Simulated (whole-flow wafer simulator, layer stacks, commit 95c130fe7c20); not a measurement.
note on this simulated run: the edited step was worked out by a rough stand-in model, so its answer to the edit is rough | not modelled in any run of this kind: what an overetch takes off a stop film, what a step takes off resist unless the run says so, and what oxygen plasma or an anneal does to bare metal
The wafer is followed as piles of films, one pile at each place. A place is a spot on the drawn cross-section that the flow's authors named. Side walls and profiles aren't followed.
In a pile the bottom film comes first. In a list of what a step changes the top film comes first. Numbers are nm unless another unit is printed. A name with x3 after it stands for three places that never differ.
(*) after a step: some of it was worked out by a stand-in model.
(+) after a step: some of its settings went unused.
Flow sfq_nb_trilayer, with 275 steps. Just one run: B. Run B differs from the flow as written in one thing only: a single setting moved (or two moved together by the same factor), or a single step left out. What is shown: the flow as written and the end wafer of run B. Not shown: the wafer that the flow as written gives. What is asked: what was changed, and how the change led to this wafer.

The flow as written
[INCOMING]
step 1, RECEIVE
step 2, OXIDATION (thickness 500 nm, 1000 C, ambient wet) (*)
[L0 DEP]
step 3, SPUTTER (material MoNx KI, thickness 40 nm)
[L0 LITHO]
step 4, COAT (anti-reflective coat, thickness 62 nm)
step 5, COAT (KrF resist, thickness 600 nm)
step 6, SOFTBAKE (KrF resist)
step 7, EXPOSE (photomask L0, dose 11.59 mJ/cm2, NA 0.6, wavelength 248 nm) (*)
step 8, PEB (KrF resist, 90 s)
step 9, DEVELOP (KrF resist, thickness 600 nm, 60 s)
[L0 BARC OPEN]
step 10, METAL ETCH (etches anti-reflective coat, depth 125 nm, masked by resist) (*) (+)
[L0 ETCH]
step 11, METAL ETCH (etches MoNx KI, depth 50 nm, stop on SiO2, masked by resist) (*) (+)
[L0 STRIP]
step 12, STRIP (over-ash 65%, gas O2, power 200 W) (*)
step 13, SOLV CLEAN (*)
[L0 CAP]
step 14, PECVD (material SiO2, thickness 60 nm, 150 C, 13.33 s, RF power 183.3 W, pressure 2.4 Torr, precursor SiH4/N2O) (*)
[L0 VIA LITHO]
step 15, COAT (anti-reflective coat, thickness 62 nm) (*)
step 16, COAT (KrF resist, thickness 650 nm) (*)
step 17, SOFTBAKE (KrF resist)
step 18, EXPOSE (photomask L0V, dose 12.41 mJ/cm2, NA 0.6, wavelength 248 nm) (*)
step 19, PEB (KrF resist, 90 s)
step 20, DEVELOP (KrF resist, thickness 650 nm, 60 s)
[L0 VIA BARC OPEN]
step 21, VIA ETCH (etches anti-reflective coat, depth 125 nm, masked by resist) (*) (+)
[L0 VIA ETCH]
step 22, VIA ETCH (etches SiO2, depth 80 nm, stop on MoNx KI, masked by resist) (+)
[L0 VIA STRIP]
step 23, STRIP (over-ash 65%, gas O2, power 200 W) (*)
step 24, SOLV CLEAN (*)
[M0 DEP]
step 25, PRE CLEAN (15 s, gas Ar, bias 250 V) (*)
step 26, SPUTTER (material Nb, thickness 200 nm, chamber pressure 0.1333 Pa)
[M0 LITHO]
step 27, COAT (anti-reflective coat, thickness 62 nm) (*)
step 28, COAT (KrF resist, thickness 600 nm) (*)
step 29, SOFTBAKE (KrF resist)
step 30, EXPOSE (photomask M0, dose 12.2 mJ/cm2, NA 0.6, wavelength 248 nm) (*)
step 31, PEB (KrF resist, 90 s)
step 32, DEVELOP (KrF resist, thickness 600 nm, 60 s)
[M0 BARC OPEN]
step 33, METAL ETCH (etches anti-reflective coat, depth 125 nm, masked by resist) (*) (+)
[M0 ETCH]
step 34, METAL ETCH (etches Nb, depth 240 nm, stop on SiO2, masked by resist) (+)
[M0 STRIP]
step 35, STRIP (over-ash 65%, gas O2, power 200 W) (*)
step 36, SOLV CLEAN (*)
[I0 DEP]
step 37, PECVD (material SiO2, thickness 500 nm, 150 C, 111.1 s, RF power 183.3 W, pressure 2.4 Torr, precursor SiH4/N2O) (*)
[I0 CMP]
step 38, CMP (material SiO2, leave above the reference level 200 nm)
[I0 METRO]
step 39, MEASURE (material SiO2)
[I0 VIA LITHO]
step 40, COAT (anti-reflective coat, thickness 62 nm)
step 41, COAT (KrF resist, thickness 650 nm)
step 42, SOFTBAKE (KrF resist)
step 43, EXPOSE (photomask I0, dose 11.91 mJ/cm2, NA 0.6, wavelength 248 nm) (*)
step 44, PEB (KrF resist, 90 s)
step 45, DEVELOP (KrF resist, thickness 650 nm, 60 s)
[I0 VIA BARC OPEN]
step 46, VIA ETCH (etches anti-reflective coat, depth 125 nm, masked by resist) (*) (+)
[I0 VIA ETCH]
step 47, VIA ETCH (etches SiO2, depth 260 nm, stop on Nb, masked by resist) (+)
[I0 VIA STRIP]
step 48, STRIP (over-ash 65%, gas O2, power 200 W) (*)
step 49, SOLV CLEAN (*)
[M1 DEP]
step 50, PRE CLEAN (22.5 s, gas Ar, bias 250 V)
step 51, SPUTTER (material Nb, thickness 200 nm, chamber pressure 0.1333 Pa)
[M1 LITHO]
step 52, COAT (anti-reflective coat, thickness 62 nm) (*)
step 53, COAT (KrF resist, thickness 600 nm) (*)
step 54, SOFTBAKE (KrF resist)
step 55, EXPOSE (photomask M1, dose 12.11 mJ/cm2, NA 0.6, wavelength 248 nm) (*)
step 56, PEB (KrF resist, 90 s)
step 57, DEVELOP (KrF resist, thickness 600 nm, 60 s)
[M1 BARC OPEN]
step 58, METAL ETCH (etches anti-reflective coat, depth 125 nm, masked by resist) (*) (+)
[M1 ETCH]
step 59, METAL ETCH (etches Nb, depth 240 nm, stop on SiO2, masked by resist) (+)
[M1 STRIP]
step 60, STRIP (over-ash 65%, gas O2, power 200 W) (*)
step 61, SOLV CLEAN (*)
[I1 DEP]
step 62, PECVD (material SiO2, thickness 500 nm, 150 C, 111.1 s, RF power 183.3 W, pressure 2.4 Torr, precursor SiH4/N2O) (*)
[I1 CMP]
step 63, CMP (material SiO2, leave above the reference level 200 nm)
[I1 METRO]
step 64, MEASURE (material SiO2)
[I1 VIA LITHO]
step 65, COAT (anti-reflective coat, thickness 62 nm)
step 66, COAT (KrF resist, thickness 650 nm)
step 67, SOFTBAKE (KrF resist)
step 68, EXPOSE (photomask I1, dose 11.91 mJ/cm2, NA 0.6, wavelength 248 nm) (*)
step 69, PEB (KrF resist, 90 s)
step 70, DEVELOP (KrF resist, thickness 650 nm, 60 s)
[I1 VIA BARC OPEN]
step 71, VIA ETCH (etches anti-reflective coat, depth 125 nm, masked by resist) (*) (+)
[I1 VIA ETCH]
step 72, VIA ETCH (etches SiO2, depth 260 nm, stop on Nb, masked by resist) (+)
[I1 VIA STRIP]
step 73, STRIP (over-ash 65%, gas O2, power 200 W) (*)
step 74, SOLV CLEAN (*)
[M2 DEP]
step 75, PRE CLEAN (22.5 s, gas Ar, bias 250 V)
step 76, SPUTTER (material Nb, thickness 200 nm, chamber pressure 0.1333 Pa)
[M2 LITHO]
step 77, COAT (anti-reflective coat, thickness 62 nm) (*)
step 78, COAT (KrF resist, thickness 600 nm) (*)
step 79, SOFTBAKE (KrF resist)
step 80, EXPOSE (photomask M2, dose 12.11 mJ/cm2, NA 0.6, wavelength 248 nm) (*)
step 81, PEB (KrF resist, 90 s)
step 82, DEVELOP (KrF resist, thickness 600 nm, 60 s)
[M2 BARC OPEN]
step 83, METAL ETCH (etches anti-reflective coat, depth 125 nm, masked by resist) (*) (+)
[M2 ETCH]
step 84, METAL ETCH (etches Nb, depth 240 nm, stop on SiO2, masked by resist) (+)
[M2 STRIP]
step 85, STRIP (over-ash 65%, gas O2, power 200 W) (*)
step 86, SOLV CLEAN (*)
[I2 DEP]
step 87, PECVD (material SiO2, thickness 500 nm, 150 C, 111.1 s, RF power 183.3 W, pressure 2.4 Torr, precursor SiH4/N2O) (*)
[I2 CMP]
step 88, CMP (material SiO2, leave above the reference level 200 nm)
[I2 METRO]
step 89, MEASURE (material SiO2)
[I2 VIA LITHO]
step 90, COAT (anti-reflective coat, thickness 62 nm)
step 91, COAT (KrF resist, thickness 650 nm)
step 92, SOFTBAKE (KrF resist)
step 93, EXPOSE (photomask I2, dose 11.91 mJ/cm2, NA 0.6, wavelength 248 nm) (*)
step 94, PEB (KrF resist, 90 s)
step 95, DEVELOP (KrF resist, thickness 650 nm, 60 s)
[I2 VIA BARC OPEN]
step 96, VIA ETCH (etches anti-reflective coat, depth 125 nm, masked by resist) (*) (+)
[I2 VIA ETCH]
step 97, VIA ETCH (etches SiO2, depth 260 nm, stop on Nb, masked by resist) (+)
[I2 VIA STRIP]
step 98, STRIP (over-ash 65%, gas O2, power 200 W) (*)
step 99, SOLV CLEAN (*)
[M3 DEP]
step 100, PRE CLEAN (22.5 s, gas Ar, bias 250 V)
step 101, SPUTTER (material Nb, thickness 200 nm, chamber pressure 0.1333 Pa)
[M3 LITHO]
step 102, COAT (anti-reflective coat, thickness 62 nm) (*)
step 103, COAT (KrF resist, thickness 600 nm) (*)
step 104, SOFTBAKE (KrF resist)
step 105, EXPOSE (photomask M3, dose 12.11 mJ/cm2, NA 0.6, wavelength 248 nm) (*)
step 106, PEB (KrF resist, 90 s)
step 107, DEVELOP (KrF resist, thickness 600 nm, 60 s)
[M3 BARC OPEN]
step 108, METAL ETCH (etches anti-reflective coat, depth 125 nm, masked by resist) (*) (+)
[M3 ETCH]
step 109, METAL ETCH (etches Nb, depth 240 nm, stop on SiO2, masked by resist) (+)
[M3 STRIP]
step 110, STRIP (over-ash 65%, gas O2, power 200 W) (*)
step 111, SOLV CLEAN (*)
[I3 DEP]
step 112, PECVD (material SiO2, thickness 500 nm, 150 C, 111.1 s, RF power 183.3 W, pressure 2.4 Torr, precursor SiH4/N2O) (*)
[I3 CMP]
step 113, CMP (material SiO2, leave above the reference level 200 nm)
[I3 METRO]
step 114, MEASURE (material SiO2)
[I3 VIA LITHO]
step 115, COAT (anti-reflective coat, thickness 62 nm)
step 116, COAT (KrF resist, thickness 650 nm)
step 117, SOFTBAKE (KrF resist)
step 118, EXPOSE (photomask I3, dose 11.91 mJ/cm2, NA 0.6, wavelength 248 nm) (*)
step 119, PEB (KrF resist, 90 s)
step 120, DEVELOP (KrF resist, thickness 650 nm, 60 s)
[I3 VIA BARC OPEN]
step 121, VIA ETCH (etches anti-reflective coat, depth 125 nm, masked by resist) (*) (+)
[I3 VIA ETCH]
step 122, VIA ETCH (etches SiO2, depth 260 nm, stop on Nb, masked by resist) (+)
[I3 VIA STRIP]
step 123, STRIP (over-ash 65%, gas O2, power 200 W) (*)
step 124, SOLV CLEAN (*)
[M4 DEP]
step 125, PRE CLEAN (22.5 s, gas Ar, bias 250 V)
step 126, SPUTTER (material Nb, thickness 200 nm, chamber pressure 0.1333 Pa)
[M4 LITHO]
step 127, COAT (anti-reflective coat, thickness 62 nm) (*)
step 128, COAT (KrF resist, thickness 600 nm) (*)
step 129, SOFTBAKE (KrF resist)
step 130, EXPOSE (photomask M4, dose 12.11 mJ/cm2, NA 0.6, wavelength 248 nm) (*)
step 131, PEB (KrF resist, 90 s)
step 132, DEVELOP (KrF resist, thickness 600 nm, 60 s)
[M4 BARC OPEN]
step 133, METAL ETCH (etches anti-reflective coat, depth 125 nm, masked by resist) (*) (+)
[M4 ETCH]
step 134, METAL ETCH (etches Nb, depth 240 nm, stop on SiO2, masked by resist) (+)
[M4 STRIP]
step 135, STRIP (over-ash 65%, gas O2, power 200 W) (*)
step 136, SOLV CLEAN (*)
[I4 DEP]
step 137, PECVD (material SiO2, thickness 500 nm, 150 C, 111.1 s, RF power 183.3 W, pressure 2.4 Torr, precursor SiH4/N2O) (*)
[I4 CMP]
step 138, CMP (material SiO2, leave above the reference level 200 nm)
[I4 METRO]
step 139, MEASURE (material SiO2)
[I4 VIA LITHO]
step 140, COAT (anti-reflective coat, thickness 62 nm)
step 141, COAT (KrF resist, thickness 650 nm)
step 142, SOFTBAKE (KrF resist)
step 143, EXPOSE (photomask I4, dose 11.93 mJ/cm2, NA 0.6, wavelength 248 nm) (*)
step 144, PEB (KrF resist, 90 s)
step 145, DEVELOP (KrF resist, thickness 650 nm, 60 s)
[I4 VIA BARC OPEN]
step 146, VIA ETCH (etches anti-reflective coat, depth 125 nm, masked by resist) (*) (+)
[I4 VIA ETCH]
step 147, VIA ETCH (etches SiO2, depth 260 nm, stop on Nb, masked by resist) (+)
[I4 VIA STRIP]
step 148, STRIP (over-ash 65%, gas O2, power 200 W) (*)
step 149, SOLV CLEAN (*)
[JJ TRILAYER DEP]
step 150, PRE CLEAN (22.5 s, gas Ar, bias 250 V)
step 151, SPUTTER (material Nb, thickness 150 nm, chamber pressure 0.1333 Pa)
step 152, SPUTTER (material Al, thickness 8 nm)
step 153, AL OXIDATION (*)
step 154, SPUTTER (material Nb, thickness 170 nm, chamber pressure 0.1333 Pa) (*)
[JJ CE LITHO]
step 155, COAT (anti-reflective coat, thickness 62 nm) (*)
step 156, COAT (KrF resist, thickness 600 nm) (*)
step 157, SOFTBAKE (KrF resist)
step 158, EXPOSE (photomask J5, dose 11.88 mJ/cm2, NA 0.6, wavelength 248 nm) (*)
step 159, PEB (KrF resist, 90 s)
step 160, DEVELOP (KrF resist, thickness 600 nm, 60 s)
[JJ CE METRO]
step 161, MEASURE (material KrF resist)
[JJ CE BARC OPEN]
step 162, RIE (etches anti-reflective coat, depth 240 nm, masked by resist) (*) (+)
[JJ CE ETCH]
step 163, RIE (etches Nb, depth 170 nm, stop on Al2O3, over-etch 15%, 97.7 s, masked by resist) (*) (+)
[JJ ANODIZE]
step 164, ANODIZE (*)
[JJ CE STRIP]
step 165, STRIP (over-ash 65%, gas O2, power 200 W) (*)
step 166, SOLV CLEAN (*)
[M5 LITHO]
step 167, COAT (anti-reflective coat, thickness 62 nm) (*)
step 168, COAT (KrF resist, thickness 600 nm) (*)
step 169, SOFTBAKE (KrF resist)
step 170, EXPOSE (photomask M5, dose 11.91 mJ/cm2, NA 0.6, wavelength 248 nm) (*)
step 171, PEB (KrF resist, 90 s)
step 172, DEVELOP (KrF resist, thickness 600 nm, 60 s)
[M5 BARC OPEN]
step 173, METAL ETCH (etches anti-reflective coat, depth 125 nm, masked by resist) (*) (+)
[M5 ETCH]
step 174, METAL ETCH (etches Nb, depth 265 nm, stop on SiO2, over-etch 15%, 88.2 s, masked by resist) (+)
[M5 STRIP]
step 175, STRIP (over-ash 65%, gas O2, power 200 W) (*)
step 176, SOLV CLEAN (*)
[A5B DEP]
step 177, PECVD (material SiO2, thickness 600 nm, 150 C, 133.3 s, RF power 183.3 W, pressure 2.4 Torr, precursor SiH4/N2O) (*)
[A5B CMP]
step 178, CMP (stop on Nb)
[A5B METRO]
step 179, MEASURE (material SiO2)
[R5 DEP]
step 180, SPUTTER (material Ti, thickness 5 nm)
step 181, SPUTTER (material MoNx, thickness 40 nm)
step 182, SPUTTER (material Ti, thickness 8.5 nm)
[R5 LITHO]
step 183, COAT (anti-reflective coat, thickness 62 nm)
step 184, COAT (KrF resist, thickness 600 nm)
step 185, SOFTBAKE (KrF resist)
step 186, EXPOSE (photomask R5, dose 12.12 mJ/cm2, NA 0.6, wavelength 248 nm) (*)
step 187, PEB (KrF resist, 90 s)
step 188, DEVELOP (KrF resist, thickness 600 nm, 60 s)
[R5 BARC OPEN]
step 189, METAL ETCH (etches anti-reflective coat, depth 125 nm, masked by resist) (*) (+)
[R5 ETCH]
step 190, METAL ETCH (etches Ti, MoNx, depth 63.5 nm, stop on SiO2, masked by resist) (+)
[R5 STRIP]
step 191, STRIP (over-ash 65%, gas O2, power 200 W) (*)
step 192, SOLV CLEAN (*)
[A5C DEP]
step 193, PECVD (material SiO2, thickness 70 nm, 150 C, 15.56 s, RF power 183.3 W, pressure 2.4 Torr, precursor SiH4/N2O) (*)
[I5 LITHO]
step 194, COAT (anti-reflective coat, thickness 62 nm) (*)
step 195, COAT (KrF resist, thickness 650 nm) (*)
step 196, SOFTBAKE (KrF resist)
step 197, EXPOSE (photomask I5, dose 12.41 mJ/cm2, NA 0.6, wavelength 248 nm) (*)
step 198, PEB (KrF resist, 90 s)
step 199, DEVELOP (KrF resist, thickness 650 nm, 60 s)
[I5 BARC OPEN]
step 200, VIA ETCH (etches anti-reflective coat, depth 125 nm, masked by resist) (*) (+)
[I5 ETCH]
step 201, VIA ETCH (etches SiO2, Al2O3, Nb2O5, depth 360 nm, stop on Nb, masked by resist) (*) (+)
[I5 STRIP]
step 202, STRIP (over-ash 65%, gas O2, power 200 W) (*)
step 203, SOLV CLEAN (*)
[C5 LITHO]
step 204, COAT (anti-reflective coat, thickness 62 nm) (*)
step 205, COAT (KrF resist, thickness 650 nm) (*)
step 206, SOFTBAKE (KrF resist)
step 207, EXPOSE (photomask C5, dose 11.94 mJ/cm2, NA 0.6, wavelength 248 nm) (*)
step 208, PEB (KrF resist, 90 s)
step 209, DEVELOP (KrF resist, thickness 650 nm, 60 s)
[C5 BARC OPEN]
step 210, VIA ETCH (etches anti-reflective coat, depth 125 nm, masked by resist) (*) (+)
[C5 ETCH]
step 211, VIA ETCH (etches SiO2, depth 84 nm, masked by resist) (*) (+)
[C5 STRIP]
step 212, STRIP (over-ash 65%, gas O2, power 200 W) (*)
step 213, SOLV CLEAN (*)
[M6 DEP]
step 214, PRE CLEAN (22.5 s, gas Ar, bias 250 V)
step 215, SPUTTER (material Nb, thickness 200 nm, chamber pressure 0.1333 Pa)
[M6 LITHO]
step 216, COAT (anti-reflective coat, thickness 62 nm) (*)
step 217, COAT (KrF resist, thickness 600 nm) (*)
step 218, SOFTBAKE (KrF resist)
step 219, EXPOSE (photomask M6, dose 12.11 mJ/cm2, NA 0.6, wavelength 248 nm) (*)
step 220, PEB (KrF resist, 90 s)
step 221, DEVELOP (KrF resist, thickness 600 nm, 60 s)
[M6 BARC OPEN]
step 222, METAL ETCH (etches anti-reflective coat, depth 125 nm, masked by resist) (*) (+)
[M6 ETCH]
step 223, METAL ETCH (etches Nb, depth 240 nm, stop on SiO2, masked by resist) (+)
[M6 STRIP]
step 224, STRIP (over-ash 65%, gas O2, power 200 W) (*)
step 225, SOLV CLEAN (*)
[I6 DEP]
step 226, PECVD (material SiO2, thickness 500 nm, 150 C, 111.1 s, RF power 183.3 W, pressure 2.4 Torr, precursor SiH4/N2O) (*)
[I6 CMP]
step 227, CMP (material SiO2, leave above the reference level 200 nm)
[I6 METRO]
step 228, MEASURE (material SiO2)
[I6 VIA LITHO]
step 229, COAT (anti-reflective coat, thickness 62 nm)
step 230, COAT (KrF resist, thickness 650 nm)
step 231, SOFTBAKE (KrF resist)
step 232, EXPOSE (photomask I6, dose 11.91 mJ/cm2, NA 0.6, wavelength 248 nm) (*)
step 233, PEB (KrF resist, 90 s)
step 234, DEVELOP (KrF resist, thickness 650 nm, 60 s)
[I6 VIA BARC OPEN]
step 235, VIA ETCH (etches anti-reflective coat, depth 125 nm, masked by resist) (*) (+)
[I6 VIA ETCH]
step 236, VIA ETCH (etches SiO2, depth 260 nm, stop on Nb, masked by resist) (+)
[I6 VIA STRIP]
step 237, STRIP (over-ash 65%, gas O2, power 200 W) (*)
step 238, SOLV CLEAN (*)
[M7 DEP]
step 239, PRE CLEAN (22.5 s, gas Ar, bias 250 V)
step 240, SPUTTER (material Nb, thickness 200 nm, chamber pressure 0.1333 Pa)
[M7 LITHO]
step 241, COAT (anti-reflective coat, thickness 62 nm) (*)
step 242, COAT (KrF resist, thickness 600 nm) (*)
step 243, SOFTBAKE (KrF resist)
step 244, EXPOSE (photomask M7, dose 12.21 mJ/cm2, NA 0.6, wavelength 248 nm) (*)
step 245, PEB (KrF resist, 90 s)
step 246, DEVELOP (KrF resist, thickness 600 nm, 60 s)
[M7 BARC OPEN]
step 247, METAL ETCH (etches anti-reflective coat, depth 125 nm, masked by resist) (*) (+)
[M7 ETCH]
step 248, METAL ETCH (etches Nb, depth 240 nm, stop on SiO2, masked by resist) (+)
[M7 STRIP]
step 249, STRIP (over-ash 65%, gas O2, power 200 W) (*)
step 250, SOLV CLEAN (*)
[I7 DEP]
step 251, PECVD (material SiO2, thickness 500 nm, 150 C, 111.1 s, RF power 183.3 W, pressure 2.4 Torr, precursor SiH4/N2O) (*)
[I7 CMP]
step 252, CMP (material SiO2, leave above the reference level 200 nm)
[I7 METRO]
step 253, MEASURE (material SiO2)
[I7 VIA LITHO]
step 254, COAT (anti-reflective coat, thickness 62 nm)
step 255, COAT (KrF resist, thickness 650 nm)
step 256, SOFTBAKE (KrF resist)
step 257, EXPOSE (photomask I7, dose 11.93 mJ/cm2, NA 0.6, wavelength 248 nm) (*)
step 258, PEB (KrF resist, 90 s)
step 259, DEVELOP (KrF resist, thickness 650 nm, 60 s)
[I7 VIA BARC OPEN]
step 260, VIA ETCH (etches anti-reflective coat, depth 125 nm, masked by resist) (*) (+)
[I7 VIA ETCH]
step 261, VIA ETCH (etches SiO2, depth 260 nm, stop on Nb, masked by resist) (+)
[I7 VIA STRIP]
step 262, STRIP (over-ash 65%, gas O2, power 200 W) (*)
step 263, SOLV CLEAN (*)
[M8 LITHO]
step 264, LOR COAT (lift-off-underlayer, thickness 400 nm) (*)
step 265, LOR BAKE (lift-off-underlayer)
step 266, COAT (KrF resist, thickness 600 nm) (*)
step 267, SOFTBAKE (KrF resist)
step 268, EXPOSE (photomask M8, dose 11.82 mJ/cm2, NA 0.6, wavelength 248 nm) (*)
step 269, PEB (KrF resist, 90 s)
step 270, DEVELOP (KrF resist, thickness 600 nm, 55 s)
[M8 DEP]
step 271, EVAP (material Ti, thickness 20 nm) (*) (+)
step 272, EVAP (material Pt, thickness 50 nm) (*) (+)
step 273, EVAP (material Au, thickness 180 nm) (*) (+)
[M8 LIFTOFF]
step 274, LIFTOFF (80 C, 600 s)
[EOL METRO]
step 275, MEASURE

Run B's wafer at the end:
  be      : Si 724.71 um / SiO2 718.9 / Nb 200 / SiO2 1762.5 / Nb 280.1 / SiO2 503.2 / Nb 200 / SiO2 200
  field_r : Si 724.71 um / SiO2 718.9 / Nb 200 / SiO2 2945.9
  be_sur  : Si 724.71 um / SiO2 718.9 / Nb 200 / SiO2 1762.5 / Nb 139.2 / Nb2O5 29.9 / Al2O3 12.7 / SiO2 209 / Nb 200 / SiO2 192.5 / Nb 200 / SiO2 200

The reason: step 2, OXIDATION: 1050 C was run, while the flow as written has 1000 C.

Step by step, how the change led to this:
  step 2, OXIDATION (thickness 500 nm, 1000 C, ambient wet) (*)
      field_l, v_sur, via_wl and 103 more: +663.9 SiO2 (new film), -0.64 chemical SiO2 (all of it), -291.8 Si (in the flow as written it would be: +500 SiO2 (new film), -0.64 chemical SiO2 (all of it), -219.7 Si)
